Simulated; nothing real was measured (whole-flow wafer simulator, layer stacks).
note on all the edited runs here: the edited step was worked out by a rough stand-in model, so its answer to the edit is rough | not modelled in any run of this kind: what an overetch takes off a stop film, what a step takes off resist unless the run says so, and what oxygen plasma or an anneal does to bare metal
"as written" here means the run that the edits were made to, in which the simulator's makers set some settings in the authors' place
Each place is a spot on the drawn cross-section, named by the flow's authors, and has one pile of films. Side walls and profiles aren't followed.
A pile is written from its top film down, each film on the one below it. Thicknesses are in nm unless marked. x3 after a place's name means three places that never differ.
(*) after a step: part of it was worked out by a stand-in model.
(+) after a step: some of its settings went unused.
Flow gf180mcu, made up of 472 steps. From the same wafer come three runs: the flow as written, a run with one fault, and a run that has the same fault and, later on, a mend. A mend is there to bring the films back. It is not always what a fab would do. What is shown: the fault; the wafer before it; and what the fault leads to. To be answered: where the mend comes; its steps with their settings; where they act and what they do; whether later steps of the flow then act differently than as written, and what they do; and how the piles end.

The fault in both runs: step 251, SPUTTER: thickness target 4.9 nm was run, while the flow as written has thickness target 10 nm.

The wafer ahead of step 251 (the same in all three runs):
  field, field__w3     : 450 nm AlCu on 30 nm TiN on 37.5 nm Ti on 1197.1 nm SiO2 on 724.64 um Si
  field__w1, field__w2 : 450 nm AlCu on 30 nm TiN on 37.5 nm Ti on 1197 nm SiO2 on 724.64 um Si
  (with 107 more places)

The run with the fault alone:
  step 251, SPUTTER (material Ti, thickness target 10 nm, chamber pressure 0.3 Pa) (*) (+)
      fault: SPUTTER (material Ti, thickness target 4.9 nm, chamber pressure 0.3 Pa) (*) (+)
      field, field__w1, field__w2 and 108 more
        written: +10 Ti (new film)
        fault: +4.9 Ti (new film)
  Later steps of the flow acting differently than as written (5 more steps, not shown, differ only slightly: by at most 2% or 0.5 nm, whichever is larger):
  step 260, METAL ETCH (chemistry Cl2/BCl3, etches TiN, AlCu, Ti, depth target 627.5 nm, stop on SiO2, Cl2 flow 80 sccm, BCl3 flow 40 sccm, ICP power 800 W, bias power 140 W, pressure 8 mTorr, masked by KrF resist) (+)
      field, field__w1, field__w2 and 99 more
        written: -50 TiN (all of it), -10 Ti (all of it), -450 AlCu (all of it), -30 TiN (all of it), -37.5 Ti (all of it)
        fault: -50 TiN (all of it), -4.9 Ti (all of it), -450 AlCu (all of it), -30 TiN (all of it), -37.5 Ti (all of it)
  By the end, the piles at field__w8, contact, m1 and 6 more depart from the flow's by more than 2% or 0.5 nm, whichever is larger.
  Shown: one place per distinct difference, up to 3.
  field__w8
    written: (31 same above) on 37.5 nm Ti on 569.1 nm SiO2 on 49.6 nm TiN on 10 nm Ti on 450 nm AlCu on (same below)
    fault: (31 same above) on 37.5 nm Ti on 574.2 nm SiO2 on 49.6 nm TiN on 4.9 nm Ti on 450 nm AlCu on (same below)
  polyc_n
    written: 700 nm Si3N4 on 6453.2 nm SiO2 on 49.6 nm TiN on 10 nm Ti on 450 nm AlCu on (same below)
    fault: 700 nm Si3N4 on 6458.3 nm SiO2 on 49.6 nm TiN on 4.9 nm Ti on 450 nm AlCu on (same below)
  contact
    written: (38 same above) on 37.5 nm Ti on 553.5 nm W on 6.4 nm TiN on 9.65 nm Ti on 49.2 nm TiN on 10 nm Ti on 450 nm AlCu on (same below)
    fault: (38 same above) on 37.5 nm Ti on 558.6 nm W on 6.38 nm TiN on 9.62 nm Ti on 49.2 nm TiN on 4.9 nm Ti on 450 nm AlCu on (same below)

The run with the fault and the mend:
  The mend follows step 251.
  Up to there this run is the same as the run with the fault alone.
  step 251a, SPUTTER (material Ti, thickness target 5.1 nm, chamber pressure 0.3 Pa) (*) (+) (the flow's step 251, run once more with other settings)
      field, field__w1, field__w2 and 108 more
        +5.1 Ti
  None of the later steps of the flow acts differently than as written at any place that is followed.
  By the end, the piles equal the flow's at every place that both follow.
